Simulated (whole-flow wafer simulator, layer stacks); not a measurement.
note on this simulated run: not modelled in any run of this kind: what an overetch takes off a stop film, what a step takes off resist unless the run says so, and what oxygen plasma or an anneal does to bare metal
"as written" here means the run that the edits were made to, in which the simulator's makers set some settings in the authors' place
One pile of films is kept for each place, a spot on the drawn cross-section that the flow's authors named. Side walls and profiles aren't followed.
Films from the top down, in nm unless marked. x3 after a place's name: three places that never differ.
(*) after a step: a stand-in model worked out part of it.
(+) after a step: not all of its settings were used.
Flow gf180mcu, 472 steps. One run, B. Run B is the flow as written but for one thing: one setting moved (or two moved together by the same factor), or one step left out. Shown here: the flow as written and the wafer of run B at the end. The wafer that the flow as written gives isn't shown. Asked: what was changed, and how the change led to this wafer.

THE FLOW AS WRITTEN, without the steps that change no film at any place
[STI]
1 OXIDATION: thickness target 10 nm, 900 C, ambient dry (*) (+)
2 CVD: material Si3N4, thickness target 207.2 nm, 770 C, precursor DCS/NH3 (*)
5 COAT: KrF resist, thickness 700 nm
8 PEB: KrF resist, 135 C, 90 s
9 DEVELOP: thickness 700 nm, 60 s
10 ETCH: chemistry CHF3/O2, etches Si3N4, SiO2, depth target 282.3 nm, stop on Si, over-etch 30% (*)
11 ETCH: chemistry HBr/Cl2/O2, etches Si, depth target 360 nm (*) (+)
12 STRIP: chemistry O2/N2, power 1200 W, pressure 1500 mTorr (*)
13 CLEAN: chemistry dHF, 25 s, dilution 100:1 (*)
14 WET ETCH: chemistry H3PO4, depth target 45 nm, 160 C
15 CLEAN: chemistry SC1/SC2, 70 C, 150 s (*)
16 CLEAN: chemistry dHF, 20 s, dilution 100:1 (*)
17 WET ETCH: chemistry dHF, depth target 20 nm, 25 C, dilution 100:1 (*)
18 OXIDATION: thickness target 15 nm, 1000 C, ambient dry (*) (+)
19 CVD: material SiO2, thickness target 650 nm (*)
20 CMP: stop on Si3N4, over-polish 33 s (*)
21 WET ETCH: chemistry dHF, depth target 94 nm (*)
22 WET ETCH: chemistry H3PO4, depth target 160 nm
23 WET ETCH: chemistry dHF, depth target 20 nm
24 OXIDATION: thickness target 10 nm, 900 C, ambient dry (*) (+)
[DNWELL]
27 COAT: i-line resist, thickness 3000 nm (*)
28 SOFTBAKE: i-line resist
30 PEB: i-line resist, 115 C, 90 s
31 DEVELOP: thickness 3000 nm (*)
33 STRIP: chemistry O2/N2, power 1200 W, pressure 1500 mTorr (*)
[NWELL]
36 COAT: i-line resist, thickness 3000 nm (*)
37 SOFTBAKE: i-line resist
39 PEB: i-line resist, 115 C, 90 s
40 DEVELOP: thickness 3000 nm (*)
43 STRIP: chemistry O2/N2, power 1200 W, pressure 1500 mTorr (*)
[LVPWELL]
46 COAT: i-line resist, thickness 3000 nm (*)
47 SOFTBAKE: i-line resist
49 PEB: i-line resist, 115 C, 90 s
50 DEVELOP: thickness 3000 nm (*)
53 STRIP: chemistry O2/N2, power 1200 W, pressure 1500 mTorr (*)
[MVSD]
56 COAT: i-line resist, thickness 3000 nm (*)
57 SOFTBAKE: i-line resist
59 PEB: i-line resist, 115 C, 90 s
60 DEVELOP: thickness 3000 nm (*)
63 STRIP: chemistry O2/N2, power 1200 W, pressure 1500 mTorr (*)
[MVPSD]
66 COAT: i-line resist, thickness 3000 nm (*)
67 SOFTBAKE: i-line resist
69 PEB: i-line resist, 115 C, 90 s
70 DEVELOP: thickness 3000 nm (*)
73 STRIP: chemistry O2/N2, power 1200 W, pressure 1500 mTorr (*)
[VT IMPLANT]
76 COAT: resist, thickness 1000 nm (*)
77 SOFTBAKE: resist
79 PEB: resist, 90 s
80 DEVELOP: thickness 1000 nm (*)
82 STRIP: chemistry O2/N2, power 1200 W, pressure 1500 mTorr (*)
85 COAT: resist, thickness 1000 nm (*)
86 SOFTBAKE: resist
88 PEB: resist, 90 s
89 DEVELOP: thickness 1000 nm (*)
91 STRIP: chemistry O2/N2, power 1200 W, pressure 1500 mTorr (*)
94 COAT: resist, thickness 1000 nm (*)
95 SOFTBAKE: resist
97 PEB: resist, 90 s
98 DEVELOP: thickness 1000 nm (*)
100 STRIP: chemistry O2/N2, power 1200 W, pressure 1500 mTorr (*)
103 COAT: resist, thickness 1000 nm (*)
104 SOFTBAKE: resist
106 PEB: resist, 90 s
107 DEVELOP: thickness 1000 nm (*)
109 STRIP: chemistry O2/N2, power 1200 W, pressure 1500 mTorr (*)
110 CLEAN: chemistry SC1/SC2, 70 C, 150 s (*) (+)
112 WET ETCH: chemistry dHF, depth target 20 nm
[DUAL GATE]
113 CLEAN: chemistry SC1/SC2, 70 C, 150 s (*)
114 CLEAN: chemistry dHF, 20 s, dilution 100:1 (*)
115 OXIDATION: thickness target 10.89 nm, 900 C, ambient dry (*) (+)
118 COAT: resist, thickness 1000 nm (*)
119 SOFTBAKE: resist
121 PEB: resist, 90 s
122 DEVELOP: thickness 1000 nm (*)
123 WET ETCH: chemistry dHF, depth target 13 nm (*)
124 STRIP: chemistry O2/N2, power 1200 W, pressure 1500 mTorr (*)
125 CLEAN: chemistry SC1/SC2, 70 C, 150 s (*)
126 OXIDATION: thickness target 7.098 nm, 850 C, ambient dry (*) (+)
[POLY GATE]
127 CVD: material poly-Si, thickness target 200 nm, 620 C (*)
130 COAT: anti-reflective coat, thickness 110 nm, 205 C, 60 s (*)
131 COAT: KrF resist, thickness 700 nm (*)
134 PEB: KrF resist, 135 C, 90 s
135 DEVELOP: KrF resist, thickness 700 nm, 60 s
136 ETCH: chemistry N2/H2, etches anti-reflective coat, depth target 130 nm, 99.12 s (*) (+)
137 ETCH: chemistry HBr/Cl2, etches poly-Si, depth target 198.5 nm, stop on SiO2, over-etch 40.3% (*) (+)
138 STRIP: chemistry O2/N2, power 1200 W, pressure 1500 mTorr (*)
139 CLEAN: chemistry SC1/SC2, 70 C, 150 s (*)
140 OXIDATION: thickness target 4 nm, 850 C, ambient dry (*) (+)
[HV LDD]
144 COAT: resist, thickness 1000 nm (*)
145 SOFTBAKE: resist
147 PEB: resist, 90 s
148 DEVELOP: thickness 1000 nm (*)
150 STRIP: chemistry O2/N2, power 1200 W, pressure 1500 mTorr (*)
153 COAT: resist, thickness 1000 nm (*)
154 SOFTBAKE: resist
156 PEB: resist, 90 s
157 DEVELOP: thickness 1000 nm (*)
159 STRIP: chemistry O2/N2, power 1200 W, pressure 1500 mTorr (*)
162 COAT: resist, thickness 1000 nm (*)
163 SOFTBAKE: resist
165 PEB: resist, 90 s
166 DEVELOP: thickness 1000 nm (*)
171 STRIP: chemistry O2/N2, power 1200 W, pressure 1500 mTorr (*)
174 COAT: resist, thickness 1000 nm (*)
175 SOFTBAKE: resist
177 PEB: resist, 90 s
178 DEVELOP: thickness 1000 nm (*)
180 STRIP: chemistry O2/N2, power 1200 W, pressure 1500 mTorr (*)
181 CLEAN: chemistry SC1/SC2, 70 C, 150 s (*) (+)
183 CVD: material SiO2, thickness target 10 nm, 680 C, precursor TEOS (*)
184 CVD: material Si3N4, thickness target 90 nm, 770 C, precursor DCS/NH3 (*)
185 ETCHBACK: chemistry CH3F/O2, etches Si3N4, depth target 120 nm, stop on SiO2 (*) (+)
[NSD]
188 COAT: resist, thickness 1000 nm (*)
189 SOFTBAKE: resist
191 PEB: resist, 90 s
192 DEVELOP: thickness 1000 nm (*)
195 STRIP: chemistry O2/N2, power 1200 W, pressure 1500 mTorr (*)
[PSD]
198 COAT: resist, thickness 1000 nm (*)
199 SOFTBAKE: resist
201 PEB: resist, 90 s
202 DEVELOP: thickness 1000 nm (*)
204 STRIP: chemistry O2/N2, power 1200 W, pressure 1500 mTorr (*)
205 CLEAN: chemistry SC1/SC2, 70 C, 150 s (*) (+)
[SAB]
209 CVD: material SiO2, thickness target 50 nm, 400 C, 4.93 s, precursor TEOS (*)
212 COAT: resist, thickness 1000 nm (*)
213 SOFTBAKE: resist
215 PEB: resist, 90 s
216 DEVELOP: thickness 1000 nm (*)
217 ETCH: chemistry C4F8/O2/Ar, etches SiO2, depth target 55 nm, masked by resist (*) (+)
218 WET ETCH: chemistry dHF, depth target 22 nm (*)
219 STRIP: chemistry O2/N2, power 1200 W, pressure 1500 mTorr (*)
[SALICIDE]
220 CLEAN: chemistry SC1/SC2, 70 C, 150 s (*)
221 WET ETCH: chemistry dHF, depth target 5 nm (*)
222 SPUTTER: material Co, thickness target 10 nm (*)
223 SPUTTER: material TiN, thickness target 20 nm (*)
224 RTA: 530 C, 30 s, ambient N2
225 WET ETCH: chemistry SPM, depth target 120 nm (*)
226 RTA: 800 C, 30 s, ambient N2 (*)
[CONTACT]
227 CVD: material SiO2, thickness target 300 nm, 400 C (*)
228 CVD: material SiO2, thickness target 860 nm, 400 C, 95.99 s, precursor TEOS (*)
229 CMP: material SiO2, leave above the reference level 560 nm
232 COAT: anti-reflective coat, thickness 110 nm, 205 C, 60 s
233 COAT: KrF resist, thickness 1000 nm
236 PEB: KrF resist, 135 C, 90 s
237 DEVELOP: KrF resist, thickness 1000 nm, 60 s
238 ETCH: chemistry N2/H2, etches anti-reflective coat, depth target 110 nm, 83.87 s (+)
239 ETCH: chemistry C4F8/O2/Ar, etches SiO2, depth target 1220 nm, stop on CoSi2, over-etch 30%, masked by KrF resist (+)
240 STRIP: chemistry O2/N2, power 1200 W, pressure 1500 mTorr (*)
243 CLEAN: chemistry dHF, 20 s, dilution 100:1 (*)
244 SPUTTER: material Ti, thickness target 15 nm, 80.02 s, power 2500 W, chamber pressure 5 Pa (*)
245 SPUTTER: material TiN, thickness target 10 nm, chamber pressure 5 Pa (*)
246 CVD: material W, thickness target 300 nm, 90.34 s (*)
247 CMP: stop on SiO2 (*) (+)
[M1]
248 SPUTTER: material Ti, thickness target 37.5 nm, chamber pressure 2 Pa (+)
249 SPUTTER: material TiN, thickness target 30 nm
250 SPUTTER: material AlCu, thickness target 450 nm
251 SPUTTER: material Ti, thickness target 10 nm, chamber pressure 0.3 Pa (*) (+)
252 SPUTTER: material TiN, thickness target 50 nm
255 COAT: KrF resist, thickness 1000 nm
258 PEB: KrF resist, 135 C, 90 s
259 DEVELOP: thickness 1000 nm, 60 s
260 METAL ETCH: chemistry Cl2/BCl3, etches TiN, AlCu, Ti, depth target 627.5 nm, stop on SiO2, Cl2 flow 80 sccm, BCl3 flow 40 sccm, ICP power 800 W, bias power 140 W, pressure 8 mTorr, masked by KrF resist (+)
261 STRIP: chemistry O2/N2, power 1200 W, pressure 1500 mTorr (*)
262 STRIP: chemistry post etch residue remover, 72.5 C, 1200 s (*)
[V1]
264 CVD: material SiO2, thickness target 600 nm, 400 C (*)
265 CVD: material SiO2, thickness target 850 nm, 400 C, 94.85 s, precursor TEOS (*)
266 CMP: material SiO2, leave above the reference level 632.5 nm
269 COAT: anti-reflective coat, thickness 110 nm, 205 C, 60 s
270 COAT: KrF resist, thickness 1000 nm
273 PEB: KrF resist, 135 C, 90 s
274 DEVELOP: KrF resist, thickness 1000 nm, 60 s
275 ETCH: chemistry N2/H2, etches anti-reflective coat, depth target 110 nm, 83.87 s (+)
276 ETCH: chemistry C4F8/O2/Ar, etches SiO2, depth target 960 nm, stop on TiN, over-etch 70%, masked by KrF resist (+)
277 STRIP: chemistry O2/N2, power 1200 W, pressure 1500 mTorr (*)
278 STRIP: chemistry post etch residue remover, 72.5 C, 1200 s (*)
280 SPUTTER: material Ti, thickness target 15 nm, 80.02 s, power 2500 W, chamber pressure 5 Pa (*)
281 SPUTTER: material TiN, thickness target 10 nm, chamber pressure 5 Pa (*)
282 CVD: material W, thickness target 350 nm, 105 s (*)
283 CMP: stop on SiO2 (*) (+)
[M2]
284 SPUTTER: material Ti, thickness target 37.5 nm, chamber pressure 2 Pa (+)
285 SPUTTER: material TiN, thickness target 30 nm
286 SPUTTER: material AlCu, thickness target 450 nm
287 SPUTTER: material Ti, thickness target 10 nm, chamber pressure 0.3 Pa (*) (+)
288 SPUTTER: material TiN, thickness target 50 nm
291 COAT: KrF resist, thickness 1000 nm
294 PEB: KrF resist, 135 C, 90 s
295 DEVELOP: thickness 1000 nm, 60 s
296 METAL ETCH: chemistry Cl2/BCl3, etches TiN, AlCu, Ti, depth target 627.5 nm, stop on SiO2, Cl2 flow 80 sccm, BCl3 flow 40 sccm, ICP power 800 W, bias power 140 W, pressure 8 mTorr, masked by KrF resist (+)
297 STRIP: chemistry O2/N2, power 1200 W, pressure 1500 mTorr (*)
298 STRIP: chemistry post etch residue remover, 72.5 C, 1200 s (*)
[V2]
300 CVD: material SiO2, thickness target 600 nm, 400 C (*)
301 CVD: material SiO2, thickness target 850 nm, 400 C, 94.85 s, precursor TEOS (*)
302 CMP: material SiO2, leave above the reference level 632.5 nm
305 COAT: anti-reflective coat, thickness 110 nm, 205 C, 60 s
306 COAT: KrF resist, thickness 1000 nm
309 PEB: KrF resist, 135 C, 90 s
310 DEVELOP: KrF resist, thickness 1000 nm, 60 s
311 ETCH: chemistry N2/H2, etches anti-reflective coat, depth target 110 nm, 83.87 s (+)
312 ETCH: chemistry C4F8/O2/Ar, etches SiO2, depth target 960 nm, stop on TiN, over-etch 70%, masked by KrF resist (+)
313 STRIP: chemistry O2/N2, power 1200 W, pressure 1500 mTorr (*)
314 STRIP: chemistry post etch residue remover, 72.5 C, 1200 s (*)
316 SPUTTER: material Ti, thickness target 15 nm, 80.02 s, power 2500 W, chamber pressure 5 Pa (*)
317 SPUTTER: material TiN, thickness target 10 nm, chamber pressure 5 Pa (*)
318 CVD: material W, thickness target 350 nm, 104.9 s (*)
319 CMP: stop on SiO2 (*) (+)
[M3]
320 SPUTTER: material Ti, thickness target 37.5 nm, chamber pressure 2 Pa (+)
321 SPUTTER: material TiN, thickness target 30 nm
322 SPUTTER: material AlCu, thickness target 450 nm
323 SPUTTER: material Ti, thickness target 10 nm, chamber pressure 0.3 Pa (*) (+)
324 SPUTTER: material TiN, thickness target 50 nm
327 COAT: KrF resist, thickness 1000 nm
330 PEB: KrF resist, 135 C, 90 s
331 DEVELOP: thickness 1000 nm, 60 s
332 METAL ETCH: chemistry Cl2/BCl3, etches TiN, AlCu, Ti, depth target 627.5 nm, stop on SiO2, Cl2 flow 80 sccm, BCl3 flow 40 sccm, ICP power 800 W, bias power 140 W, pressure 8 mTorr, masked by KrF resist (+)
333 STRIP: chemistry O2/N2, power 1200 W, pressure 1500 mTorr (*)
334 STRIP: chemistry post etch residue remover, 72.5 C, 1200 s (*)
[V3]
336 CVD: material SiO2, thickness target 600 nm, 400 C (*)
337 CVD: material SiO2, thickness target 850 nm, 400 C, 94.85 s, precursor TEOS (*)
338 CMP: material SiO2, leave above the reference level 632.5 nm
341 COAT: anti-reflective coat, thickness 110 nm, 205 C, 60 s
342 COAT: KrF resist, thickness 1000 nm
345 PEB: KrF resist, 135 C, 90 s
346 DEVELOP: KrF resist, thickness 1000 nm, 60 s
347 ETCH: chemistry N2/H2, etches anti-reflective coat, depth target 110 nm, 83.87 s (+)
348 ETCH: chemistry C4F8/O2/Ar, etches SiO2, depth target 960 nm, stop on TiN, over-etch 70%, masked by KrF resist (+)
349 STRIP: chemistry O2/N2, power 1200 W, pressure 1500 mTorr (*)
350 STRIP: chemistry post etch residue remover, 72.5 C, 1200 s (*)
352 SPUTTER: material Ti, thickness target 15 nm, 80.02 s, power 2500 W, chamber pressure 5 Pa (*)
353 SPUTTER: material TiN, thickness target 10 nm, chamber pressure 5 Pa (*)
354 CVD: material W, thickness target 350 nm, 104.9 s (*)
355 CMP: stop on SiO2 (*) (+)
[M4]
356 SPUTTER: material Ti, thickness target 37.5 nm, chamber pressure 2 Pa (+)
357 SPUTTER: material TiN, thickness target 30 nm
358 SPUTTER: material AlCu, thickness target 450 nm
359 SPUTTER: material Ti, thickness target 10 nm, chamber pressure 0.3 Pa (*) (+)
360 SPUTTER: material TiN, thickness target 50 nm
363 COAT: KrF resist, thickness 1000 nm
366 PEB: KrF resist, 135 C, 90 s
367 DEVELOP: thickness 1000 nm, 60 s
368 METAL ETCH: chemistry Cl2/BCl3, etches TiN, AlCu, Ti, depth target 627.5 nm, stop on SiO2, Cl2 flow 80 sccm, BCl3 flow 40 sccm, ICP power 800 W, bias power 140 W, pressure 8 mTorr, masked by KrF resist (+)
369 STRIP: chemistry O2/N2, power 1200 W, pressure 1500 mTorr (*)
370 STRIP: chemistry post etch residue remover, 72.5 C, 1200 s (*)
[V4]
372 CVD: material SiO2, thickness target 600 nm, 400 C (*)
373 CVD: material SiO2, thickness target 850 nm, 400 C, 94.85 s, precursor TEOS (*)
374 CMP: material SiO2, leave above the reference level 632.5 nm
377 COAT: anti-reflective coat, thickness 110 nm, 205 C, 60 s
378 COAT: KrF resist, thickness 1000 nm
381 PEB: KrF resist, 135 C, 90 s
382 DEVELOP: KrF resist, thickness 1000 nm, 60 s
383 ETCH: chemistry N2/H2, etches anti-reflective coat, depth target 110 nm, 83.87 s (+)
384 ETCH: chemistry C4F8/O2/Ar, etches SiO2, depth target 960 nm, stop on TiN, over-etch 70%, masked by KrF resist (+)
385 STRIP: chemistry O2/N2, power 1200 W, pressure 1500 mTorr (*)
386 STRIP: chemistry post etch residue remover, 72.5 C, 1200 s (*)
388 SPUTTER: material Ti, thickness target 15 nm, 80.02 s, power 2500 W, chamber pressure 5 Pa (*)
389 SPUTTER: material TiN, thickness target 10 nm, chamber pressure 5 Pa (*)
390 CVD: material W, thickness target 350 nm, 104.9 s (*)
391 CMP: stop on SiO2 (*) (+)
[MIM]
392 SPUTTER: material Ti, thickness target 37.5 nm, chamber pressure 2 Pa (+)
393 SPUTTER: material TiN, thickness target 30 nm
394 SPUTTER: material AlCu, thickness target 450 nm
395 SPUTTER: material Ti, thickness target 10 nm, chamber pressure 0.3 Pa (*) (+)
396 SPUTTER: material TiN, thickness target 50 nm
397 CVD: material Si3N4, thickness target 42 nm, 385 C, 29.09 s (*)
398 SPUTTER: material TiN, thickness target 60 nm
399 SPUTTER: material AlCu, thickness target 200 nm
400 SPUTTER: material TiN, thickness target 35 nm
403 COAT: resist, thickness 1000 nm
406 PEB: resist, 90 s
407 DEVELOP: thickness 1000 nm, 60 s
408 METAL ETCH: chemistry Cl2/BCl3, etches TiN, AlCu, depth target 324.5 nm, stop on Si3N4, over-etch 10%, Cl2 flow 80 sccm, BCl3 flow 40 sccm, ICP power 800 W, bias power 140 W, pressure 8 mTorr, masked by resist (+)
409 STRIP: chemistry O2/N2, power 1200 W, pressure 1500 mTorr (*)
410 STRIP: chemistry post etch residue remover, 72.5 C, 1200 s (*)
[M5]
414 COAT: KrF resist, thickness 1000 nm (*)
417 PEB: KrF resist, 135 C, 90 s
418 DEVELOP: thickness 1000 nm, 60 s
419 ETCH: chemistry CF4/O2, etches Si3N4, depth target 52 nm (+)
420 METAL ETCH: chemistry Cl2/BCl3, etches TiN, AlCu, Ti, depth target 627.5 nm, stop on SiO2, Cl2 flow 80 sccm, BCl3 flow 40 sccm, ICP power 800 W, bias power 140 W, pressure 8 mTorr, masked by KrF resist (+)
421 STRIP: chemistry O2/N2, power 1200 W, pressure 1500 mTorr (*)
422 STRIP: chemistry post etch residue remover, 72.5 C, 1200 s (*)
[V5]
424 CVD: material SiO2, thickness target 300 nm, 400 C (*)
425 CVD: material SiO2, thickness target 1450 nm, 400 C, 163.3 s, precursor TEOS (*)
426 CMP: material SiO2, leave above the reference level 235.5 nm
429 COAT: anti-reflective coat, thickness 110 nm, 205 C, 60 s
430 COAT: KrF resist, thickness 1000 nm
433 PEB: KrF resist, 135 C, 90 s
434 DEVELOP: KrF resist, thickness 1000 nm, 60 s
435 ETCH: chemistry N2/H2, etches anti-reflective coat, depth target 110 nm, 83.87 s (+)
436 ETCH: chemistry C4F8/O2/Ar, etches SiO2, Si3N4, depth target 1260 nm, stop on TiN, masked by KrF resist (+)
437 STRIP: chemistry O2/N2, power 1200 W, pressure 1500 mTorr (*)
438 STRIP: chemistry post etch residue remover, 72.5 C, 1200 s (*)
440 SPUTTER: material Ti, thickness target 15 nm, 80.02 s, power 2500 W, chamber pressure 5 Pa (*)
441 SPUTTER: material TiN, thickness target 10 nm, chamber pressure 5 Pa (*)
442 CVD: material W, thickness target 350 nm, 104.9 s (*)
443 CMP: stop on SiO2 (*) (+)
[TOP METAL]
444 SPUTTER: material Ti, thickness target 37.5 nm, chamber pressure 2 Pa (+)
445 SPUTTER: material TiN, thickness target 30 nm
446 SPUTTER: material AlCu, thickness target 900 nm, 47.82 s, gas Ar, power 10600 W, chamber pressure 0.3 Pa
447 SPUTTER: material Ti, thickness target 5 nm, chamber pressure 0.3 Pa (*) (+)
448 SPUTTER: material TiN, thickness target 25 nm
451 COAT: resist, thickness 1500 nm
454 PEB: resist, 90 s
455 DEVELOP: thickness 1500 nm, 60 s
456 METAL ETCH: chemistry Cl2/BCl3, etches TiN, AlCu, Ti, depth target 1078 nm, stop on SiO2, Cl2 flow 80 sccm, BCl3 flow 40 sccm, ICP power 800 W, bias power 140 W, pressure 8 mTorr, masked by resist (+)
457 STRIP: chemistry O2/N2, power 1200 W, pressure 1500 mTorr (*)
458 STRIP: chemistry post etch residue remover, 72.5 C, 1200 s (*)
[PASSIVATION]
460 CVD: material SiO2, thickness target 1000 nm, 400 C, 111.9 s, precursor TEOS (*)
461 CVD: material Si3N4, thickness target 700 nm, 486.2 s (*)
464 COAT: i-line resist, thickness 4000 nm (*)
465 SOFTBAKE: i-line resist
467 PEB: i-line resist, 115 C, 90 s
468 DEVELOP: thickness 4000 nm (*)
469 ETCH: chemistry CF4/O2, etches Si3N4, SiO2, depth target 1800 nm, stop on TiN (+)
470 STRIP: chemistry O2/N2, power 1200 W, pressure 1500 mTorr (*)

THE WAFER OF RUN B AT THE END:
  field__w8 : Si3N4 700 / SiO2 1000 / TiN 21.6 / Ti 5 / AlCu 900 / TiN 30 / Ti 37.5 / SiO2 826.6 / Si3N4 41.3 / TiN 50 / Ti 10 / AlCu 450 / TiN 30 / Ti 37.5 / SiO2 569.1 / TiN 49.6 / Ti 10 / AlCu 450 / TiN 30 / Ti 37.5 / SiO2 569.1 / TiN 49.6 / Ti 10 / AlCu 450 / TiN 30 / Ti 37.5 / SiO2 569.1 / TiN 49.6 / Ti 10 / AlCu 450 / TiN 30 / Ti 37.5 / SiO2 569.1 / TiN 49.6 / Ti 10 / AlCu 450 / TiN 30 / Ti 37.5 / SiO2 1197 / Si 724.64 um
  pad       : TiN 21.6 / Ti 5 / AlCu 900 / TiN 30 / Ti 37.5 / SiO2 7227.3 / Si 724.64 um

The cause: step 448, SPUTTER: thickness target 22 nm was run, where the flow has thickness target 25 nm.

How the change led to this, step by step:
  448 SPUTTER: material TiN, thickness target 25 nm
      field, field__w1, field__w2 and 109 more: TiN +22 (new film) (as written it would be: TiN +25 (new film))
  456 METAL ETCH: chemistry Cl2/BCl3, etches TiN, AlCu, Ti, depth target 1078 nm, stop on SiO2, Cl2 flow 80 sccm, BCl3 flow 40 sccm, ICP power 800 W, bias power 140 W, pressure 8 mTorr, masked by resist (+)
      field, field__w1, field__w2 and 103 more: TiN -22 (all of it), Ti -5 (all of it), AlCu -900 (all of it), TiN -30 (all of it), Ti -37.5 (all of it) (as written it would be: TiN -25 (all of it), Ti -5 (all of it), AlCu -900 (all of it), TiN -30 (all of it), Ti -37.5 (all of it))
